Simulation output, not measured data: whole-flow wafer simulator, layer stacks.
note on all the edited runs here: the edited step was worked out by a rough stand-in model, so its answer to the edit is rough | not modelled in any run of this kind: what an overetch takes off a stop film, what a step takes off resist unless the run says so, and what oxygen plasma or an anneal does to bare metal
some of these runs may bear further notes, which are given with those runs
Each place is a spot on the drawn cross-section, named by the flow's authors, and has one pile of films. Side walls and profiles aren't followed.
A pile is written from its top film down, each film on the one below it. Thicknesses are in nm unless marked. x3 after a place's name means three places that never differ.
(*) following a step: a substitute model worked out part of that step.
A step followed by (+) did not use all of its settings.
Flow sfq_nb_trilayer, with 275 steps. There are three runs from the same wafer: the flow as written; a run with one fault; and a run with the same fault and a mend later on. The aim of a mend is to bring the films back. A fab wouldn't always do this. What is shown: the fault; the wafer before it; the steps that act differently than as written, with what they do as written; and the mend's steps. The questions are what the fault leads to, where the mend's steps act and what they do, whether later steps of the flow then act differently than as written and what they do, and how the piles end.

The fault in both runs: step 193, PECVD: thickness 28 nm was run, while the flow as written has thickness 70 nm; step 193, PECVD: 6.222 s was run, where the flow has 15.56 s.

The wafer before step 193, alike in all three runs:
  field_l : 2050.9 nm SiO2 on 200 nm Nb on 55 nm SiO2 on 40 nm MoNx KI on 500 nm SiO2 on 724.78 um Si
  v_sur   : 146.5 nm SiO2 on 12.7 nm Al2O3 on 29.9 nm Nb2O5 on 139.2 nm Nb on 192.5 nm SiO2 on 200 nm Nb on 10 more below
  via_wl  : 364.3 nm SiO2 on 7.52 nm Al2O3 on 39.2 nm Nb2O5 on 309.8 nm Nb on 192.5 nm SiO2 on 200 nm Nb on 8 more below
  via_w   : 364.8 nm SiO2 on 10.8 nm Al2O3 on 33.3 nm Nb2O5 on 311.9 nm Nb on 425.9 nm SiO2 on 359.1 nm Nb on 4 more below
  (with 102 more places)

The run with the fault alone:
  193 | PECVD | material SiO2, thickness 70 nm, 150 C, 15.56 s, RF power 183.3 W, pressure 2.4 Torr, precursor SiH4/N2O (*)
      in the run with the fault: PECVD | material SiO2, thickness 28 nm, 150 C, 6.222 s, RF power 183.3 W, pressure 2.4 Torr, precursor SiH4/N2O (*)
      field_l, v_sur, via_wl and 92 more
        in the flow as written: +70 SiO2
        in the run with the fault: +28 SiO2
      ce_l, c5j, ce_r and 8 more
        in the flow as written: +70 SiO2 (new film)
        in the run with the fault: +28 SiO2 (new film)
  Steps further on in the flow that do not act as written (not shown: 8 more steps that differ only slightly, by at most 2% or 0.5 nm, whichever is larger):
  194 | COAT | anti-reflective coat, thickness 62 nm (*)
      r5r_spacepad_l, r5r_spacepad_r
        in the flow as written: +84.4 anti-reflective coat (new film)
        in the run with the fault: +82.6 anti-reflective coat (new film)
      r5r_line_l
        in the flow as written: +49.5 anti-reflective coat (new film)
        in the run with the fault: +48.1 anti-reflective coat (new film)
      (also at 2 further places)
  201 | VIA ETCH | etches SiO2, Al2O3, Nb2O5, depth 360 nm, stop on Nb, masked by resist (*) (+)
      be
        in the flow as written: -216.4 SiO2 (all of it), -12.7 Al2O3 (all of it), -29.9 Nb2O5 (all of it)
        in the run with the fault: -174.4 SiO2 (all of it), -12.7 Al2O3 (all of it), -29.9 Nb2O5 (all of it)
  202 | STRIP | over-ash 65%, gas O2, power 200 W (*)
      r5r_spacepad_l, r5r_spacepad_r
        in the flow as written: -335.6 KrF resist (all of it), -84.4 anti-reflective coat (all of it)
        in the run with the fault: -336 KrF resist (all of it), -82.6 anti-reflective coat (all of it)
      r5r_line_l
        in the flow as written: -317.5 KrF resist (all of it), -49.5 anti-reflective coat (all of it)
        in the run with the fault: -317.4 KrF resist (all of it), -48.1 anti-reflective coat (all of it)
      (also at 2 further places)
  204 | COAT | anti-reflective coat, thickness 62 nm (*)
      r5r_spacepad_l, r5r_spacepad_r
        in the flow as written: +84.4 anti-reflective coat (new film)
        in the run with the fault: +82.6 anti-reflective coat (new film)
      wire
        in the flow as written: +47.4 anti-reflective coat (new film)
        in the run with the fault: +48.7 anti-reflective coat (new film)
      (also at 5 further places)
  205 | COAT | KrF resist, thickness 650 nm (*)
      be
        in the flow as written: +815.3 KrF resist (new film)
        in the run with the fault: +785.3 KrF resist (new film)
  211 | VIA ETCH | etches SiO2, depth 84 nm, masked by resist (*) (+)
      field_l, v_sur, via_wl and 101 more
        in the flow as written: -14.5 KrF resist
        in the run with the fault: -7.2 KrF resist
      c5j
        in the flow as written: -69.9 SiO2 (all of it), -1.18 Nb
        in the run with the fault: -27.9 SiO2 (all of it), -1.16 Nb
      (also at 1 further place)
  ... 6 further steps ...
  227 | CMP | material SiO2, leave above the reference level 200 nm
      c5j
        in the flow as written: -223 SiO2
        in the run with the fault: -261.9 SiO2
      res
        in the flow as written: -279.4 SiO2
        in the run with the fault: -328.5 SiO2
  The piles end different from the flow's at v_sur, via_wl, via_w and 79 more by more than 2% or 0.5 nm, whichever is larger.
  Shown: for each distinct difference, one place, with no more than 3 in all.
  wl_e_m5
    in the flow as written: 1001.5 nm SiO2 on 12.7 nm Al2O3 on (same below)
    in the run with the fault: 959.5 nm SiO2 on 12.7 nm Al2O3 on (same below)
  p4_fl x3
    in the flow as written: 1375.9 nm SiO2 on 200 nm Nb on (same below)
    in the run with the fault: 1333.9 nm SiO2 on 200 nm Nb on (same below)
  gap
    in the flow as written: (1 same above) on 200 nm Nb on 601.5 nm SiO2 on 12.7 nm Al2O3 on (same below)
    in the run with the fault: (1 same above) on 200 nm Nb on 559.5 nm SiO2 on 12.7 nm Al2O3 on (same below)

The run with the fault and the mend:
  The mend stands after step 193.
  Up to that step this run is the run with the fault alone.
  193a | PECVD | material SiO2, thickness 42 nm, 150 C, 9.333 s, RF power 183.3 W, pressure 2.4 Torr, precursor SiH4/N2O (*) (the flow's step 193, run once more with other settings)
      field_l, v_sur, via_wl and 103 more
        +42 SiO2
  Later steps of the flow that are run all act as written at every place that is followed, up to a difference of at most 2% or 0.5 nm, whichever is larger.
  By the end, the piles equal the flow's at every place that both follow.
